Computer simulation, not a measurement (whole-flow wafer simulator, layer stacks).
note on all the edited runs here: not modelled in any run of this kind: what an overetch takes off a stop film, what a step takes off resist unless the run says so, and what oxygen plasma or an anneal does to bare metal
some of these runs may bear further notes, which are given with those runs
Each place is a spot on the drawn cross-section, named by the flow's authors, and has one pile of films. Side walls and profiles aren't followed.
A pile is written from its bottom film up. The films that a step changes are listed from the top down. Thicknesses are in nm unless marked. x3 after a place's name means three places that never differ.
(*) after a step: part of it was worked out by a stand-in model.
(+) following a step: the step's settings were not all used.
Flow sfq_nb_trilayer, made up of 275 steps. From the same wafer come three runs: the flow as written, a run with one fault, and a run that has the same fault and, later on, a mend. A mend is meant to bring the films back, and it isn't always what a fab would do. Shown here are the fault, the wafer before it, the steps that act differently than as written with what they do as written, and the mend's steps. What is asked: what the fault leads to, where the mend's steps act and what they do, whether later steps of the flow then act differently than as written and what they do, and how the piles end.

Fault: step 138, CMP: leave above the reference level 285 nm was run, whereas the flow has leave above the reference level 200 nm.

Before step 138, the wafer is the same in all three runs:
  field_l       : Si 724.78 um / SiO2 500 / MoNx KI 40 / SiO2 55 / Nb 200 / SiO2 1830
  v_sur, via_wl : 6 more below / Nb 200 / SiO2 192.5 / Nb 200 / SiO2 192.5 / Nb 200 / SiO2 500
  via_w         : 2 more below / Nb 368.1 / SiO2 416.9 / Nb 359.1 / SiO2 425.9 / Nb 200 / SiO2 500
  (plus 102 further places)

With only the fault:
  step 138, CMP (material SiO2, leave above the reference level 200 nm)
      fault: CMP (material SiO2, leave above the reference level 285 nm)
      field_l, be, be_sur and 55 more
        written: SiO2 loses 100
        fault: SiO2 loses 15
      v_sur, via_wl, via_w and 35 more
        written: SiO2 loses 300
        fault: SiO2 loses 215
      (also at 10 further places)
  Steps further on in the flow that do not act as written (6 more steps, not shown, differ only slightly: by at most 2% or 0.5 nm, whichever is larger):
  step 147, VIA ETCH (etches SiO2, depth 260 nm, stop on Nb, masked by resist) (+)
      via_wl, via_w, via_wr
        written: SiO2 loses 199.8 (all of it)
        fault: SiO2 loses 260
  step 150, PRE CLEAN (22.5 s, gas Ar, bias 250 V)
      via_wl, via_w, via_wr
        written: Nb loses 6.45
        fault: SiO2 loses 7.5
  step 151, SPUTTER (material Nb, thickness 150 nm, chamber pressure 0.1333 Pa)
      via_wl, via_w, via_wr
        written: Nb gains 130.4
        fault: Nb gains 123.3 (new film)
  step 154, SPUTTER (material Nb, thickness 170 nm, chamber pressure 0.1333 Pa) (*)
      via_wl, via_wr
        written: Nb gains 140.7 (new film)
        fault: Nb gains 103.1 (new film)
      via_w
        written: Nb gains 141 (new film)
        fault: Nb gains 136 (new film)
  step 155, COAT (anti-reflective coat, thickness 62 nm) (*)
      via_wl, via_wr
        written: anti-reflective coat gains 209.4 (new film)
        fault: anti-reflective coat gains 321.3 (new film)
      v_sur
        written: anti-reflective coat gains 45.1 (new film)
        fault: anti-reflective coat gains 42.8 (new film)
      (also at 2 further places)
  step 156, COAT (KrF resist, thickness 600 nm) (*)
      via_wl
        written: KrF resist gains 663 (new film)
        fault: KrF resist gains 648.6 (new film)
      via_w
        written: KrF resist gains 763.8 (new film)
        fault: KrF resist gains 811.1 (new film)
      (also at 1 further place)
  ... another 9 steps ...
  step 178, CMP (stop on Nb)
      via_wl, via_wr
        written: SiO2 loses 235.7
        fault: SiO2 loses 227.2
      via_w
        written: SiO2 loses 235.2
        fault: SiO2 loses 227.2
  By the end, the piles at field_l, v_sur, via_wl and 103 more depart from the flow's by more than 2% or 0.5 nm, whichever is larger.
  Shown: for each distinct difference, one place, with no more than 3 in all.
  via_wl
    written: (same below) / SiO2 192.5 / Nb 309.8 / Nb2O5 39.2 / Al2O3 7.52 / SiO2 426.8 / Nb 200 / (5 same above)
    fault: (same below) / SiO2 192.5 / Nb 200 / SiO2 17.3 / Nb 123.3 / Al 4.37 / Al2O3 0.96 / Nb2O5 52.6 / SiO2 469.8 / Nb 200 / (5 same above)
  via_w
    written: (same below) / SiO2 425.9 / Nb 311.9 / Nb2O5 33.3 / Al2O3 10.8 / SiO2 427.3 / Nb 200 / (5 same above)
    fault: (same below) / SiO2 425.9 / Nb 200 / SiO2 17.3 / Nb 110.8 / Nb2O5 34.7 / Al2O3 10.1 / SiO2 495.5 / Nb 200 / (5 same above)
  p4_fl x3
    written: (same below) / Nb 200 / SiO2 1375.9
    fault: (same below) / Nb 200 / SiO2 1460.9

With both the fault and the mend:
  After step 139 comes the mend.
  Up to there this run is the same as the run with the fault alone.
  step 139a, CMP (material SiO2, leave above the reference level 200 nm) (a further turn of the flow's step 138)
      field_l, v_sur, via_wl and 103 more
        SiO2 loses 85
  Later steps of the flow that are run all act as written at every place that is followed.
  At every place that both follow, the piles at the end match the flow's.
